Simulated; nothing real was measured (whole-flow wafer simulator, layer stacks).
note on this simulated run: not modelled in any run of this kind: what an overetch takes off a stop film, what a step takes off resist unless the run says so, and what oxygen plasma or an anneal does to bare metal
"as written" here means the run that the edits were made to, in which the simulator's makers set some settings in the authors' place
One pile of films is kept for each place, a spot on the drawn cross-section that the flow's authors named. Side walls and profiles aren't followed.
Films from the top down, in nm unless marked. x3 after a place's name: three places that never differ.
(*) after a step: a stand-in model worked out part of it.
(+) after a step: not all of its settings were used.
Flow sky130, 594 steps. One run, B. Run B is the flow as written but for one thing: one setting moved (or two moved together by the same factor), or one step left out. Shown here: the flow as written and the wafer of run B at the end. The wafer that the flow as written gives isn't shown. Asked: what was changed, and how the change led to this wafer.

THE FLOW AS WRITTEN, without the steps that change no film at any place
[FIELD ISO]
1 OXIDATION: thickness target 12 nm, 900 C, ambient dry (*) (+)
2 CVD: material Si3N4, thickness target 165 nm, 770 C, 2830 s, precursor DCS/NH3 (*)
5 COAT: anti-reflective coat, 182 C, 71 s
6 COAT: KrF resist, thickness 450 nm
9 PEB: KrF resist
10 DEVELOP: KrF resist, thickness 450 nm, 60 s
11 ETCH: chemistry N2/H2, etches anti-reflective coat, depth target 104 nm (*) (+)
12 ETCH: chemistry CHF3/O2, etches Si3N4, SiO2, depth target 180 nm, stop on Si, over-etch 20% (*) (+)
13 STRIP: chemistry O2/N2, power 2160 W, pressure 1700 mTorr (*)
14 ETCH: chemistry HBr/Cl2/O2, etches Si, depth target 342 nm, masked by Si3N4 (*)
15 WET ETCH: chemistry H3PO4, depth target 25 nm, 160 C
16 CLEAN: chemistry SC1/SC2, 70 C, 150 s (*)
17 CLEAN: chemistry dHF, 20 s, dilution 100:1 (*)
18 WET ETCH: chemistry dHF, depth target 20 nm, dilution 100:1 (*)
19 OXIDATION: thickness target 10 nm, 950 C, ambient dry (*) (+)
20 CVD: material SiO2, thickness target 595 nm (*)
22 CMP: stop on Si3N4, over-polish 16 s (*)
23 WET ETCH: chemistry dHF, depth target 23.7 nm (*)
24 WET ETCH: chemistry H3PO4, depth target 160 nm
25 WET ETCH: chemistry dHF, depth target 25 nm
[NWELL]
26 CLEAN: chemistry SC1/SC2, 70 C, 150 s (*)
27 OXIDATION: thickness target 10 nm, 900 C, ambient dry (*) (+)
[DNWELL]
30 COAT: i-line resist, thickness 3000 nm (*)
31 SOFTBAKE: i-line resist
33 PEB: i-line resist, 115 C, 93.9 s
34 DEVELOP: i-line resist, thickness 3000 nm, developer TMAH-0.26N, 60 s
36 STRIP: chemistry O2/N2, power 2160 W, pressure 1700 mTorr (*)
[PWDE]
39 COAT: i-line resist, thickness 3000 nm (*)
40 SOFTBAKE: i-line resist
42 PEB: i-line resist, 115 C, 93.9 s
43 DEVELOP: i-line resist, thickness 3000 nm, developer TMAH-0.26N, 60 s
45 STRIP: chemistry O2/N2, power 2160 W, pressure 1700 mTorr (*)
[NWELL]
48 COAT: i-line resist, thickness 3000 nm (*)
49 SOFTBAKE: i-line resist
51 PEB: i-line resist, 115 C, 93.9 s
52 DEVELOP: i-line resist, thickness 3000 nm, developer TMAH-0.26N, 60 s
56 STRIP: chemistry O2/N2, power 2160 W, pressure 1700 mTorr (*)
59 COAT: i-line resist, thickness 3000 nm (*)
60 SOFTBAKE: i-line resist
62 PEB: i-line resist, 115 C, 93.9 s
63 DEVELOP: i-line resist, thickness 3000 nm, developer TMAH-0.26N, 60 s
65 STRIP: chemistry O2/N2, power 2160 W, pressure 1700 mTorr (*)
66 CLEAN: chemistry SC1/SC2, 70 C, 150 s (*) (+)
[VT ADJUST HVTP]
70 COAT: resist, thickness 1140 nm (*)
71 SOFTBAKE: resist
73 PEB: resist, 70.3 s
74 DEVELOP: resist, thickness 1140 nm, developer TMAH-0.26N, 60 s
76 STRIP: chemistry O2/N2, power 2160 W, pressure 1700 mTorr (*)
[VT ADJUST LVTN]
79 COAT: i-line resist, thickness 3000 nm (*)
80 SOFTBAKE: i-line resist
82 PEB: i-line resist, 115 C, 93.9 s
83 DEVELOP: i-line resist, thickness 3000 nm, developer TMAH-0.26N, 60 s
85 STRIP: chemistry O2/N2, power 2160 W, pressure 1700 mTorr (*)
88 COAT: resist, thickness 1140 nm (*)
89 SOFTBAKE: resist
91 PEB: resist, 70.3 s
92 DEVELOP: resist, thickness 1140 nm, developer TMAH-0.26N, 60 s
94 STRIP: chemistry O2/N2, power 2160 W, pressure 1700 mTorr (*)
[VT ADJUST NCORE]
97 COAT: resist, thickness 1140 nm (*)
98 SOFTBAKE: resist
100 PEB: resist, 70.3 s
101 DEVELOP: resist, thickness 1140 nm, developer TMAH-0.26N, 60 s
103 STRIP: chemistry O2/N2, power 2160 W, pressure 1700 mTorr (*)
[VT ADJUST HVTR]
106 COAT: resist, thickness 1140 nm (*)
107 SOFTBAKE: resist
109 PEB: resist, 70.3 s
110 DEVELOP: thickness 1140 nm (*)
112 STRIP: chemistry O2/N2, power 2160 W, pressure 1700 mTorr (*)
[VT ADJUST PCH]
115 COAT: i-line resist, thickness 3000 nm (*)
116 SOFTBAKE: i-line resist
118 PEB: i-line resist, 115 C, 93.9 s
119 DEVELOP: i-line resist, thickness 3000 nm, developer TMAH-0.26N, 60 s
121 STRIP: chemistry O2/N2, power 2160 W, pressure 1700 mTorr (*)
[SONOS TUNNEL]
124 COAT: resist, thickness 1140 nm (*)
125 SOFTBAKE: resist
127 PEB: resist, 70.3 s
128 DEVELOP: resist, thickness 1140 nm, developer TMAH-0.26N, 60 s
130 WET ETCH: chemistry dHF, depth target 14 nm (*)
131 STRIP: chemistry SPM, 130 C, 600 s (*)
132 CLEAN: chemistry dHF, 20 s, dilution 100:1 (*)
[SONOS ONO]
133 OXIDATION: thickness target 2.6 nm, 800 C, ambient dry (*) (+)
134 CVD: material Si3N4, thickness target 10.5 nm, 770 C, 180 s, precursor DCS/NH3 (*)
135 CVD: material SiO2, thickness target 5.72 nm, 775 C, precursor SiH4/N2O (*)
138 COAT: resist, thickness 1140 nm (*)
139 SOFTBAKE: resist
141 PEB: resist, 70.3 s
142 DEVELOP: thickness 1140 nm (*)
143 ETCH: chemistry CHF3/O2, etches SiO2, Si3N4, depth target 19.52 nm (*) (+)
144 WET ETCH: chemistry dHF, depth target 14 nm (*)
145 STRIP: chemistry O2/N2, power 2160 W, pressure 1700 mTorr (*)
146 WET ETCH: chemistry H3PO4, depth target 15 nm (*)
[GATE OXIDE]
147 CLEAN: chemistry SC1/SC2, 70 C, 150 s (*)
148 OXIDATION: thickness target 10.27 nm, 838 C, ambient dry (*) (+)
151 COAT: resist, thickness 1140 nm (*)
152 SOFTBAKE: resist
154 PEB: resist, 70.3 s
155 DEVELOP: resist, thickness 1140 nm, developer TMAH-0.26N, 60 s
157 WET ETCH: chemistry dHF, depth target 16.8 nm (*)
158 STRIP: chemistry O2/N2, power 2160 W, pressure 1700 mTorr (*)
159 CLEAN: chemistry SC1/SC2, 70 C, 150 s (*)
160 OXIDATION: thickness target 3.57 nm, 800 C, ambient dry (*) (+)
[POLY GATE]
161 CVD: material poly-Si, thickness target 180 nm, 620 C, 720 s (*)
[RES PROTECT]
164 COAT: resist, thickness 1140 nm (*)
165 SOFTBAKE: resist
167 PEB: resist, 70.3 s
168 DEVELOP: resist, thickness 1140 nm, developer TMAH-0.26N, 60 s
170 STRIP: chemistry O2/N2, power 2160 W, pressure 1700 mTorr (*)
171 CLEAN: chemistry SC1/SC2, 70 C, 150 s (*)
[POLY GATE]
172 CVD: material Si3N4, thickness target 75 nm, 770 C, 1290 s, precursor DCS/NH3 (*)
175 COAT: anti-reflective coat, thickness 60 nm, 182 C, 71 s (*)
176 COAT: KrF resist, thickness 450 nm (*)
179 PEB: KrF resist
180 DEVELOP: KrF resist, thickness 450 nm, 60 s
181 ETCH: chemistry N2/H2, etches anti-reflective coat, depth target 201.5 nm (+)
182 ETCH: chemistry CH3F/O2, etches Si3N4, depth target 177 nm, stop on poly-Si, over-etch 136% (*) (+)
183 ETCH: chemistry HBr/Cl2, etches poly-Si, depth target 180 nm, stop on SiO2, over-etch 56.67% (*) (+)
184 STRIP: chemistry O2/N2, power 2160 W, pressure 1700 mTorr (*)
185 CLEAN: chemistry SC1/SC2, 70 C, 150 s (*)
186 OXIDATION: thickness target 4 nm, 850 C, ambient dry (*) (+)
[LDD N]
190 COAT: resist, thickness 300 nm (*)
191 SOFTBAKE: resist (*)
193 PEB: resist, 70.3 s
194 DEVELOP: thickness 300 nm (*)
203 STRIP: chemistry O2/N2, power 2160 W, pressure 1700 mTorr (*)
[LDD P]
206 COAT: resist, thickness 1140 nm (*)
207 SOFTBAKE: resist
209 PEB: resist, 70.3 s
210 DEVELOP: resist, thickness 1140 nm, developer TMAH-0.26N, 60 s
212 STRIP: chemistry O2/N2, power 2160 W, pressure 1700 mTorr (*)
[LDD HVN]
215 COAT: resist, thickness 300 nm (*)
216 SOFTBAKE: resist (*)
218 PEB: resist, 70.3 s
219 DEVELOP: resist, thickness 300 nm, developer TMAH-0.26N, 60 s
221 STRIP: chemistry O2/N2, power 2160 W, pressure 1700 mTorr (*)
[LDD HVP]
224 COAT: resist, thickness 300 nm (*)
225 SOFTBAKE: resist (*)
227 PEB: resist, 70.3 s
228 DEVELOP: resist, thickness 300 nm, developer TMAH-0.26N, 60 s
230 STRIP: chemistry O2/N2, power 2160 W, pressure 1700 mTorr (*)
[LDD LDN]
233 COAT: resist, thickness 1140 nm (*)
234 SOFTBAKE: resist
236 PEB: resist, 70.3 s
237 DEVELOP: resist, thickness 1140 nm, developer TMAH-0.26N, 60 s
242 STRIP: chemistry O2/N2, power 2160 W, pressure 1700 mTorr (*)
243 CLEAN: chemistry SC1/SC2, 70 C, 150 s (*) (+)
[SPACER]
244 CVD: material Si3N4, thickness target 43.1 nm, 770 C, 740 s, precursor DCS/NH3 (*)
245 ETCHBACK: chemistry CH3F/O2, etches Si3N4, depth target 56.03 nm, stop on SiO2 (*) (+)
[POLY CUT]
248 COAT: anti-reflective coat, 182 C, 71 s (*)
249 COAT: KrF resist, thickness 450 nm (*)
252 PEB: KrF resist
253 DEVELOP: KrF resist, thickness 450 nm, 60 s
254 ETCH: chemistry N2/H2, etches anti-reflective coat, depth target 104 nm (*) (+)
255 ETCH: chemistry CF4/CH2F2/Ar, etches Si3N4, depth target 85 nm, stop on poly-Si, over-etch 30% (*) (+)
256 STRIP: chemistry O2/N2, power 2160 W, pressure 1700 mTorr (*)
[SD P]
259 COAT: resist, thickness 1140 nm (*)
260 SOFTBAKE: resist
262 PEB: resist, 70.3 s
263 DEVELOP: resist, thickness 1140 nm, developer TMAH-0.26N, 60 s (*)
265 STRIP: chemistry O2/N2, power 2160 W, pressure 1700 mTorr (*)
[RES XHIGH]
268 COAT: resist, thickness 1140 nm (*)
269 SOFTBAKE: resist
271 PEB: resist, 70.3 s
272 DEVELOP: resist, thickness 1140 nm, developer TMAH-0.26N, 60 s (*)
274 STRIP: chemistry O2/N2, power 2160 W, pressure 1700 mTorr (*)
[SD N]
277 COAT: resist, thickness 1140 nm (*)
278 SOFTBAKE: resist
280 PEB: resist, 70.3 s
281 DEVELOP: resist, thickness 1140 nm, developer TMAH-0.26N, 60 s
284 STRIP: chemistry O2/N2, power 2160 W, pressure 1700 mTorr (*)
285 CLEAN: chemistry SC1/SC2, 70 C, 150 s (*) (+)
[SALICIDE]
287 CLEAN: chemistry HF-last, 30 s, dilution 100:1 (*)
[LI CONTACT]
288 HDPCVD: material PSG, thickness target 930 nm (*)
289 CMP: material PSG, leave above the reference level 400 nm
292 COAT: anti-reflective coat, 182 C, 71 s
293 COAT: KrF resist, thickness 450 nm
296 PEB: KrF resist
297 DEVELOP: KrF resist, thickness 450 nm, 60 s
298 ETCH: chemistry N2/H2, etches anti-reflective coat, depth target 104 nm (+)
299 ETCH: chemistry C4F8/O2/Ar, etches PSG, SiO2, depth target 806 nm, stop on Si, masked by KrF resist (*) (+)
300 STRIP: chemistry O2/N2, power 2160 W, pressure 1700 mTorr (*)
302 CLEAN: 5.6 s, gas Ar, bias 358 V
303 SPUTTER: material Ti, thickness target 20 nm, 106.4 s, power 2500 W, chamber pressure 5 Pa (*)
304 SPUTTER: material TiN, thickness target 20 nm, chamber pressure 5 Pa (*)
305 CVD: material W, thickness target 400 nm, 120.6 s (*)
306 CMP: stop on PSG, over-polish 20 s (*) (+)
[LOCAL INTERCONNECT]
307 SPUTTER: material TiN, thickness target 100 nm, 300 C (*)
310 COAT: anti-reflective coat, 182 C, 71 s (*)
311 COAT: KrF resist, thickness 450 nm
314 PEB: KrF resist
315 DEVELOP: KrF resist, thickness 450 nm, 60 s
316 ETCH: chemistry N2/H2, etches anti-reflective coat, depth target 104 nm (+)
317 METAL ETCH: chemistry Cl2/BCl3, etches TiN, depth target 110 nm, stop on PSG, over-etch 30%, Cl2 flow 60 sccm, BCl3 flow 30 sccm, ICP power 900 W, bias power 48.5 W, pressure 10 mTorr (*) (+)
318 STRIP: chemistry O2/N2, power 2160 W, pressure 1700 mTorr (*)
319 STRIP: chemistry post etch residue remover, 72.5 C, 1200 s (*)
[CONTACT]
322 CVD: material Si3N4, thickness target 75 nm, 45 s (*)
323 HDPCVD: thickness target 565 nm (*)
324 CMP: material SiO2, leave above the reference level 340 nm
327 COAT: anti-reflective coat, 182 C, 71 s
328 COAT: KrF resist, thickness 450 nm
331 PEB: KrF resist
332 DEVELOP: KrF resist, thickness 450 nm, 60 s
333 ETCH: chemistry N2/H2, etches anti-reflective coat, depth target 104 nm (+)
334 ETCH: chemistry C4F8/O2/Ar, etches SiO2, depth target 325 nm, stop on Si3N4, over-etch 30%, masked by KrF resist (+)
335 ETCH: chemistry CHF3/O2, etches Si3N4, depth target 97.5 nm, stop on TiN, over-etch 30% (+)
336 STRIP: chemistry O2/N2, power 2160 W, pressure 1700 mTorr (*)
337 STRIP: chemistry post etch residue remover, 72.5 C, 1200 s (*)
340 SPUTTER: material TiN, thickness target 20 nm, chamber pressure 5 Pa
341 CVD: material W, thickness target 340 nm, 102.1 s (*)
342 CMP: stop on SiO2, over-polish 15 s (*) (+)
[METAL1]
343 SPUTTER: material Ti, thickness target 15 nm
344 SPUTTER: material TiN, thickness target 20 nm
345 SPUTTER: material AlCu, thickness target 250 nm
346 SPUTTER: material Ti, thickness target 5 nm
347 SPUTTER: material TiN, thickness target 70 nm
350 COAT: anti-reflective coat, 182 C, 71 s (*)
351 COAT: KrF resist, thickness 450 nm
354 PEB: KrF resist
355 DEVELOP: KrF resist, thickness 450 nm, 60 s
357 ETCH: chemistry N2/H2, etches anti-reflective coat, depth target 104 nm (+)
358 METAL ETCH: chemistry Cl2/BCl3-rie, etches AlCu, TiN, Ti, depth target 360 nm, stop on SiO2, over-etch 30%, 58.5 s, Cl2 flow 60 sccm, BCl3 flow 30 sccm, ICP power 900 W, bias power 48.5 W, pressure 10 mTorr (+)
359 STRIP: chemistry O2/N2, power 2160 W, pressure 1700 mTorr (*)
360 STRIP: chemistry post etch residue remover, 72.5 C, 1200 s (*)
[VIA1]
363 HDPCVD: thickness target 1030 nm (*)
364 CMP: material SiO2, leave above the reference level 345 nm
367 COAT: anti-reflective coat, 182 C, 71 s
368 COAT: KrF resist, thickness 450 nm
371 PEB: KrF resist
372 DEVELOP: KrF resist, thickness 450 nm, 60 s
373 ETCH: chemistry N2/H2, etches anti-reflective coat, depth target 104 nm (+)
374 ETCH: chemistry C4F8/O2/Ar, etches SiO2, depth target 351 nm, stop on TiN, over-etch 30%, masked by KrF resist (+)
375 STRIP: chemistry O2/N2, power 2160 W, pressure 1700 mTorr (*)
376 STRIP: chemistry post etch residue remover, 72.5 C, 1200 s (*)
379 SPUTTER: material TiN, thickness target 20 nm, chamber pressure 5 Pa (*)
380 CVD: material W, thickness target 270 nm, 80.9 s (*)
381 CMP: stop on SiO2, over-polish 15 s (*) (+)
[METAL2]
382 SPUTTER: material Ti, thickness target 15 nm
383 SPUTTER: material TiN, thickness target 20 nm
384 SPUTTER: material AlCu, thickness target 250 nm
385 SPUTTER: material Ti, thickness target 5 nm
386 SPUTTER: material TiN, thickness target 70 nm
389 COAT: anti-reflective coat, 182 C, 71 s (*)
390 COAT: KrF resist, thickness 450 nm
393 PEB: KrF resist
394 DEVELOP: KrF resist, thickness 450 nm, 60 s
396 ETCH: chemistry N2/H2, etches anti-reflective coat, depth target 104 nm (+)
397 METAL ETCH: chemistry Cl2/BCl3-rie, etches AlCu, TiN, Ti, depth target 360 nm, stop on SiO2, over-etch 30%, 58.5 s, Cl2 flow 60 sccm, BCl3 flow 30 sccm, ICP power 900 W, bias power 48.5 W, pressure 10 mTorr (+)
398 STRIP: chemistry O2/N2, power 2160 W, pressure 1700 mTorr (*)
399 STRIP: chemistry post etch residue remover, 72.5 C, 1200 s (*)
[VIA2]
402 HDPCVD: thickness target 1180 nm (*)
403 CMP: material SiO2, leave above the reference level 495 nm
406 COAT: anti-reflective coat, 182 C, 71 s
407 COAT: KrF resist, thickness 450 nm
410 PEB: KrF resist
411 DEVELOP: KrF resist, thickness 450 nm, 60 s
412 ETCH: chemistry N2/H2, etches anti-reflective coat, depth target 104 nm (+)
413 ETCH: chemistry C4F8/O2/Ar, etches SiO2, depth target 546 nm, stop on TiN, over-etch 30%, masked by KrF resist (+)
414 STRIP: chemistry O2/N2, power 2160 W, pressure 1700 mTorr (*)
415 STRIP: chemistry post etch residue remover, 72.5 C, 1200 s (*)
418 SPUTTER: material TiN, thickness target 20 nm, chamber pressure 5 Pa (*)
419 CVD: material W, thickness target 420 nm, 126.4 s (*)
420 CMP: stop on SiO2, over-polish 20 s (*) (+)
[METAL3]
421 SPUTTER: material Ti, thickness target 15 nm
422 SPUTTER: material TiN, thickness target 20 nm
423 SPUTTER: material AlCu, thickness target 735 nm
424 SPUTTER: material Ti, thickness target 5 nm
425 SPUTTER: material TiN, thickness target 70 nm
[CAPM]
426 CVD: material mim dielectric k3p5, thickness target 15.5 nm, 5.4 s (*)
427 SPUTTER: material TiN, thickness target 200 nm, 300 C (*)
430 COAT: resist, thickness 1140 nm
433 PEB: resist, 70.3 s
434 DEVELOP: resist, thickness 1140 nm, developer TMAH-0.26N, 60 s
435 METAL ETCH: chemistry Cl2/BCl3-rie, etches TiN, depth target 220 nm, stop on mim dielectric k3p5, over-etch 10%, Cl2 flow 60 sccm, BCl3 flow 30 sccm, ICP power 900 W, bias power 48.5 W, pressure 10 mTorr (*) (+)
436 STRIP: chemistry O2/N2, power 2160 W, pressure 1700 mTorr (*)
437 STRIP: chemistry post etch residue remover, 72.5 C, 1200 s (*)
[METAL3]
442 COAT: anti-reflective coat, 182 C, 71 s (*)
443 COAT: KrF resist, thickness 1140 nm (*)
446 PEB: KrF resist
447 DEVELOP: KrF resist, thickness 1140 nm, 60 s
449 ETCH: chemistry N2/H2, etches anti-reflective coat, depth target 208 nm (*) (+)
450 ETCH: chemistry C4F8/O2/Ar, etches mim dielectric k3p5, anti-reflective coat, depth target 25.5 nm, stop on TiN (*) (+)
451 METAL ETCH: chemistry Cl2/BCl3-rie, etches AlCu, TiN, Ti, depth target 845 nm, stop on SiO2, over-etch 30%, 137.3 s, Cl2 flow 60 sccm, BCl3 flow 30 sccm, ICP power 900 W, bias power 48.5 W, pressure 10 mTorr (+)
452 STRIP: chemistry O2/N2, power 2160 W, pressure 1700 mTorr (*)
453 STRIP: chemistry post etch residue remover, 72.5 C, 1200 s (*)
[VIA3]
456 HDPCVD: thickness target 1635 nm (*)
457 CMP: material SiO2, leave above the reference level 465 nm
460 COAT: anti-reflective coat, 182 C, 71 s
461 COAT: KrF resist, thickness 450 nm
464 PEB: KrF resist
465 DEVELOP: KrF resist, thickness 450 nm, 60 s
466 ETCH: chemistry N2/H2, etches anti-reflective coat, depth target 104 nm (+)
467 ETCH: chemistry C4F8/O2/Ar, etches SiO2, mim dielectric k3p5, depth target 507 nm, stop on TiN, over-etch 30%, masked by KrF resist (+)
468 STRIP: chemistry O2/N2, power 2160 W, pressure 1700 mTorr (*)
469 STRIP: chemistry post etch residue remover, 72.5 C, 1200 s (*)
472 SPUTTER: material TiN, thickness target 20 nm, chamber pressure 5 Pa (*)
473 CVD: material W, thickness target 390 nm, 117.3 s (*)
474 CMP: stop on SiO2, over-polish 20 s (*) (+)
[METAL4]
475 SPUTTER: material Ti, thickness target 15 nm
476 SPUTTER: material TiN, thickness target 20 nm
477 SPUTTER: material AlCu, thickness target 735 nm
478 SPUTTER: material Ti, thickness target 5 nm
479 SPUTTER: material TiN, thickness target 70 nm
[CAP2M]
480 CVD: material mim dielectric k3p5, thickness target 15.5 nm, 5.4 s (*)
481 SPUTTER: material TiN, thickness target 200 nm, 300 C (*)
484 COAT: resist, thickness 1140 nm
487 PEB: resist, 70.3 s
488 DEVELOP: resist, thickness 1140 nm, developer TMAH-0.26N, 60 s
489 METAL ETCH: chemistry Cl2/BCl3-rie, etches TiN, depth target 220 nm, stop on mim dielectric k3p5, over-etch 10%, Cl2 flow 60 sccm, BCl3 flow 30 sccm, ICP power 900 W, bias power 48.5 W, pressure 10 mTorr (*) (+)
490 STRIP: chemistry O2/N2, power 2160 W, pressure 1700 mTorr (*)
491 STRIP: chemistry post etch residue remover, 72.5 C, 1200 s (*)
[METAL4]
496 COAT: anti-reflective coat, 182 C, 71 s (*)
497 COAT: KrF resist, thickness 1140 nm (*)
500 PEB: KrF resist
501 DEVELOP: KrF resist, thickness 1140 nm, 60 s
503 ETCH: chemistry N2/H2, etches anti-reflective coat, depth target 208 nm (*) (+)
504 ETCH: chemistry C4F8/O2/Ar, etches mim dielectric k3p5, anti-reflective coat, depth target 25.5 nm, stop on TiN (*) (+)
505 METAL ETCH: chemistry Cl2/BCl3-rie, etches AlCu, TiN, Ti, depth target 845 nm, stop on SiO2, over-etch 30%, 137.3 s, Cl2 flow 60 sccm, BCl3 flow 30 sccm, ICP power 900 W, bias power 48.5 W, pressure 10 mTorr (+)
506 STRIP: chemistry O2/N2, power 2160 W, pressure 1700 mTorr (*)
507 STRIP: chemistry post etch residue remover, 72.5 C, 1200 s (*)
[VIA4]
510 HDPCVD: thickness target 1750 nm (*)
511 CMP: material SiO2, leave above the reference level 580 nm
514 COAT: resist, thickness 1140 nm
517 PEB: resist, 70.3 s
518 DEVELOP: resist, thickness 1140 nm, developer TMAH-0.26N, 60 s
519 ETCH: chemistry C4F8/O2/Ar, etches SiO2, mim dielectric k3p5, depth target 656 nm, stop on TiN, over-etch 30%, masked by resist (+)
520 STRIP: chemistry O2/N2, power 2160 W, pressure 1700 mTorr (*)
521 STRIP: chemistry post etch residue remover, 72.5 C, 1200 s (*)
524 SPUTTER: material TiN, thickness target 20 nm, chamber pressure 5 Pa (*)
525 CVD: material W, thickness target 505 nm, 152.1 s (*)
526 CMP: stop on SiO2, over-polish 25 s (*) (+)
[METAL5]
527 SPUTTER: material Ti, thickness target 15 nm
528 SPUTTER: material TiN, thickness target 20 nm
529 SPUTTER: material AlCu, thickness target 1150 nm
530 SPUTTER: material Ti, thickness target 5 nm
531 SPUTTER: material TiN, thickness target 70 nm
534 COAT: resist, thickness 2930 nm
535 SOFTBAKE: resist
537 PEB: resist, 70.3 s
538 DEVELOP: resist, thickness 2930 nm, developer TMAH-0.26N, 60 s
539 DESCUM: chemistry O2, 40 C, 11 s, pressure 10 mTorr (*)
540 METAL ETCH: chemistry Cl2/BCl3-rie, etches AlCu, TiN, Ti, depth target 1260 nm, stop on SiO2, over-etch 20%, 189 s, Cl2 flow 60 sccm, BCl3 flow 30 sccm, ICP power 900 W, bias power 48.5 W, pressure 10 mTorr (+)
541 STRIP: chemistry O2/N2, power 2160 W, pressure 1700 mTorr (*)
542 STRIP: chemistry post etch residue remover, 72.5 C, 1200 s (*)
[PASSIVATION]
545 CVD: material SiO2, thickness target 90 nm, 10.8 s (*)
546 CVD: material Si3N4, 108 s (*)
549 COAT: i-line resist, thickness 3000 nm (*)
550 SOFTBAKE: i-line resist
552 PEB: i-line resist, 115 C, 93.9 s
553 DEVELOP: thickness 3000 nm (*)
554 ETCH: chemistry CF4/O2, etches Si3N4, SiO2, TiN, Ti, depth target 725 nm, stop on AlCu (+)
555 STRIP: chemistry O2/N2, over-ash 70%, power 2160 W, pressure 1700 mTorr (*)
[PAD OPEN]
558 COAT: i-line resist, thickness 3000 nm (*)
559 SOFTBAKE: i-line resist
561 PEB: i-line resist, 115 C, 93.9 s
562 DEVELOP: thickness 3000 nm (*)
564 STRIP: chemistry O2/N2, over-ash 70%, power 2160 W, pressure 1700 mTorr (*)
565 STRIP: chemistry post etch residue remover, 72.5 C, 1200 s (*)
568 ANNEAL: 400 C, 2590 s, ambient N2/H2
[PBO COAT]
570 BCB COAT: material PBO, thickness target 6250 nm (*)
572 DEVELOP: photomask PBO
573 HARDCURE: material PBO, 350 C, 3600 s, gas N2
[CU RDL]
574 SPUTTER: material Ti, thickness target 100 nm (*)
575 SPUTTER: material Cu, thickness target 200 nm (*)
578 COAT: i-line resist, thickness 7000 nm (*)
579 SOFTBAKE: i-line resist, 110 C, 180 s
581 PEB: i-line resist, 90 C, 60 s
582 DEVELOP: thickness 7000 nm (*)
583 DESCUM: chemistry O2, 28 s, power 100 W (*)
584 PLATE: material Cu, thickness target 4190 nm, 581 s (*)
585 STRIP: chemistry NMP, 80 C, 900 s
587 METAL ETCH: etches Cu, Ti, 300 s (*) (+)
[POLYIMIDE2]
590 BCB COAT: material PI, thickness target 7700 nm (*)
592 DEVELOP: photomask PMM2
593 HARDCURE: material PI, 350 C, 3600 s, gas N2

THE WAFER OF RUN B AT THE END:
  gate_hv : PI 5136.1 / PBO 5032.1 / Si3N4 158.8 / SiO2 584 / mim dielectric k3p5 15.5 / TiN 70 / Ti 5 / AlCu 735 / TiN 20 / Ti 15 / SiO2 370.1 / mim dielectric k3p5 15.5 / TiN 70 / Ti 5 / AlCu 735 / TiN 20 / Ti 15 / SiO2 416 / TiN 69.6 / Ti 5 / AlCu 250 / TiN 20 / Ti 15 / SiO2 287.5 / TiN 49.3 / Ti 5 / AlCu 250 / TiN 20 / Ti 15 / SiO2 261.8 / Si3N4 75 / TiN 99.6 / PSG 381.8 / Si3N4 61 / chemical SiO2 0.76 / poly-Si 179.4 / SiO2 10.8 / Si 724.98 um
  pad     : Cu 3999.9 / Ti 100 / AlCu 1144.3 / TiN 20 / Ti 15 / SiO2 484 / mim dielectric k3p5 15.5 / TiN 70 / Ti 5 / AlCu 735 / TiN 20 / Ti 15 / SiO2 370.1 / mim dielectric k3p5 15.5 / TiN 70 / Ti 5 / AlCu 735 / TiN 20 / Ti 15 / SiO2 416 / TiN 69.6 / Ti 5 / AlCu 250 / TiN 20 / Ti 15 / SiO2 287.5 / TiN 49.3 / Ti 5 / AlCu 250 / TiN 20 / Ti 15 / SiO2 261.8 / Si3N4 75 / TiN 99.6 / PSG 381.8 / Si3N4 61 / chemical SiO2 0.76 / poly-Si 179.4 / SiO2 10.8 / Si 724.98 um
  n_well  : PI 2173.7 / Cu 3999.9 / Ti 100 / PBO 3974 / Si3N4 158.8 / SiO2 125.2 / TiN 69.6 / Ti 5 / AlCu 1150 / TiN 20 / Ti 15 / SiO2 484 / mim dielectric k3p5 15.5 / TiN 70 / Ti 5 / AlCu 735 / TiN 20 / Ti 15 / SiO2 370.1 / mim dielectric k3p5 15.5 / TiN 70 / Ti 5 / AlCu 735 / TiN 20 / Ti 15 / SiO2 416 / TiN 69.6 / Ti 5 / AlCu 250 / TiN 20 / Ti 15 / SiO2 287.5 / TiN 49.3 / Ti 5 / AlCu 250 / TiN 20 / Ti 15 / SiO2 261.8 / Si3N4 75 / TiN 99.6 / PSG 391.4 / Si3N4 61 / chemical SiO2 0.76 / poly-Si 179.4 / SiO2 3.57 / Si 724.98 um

The cause: step 347, SPUTTER: thickness target 49.7 nm was run, where the flow has thickness target 70 nm.

How the change led to this, step by step:
  347 SPUTTER: material TiN, thickness target 70 nm
      field, active, n_well and 188 more: TiN +49.7 (new film) (as written it would be: TiN +70 (new film))
  358 METAL ETCH: chemistry Cl2/BCl3-rie, etches AlCu, TiN, Ti, depth target 360 nm, stop on SiO2, over-etch 30%, 58.5 s, Cl2 flow 60 sccm, BCl3 flow 30 sccm, ICP power 900 W, bias power 48.5 W, pressure 10 mTorr (+)
      field, active, gate and 81 more: TiN -48.4 (all of it), Ti -5 (all of it), AlCu -250 (all of it), TiN -20 (all of it), Ti -15 (all of it), SiO2 -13 (as written it would be: TiN -68.7 (all of it), Ti -5 (all of it), AlCu -250 (all of it), TiN -20 (all of it), Ti -15 (all of it), SiO2 -10.9)
  364 CMP: material SiO2, leave above the reference level 345 nm
      n_well, p_well, gate_hv and 100 more: SiO2 -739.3 (as written it would be: SiO2 -759.6)
      poly_licon, ndiff_licon, ndiff_licon_cpp, rpo_hd_licon: SiO2 -738.7 (as written it would be: SiO2 -759)
  374 ETCH: chemistry C4F8/O2/Ar, etches SiO2, depth target 351 nm, stop on TiN, over-etch 30%, masked by KrF resist (+)
      m1, via1_hole: SiO2 -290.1 (all of it) (as written it would be: SiO2 -269.8 (all of it))
  380 CVD: material W, thickness target 270 nm, 80.9 s (*)
      m1: W +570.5 (new film) (as written it would be: W +549.9 (new film))
      via1_hole: W +570.6 (new film) (as written it would be: W +549.9 (new film))
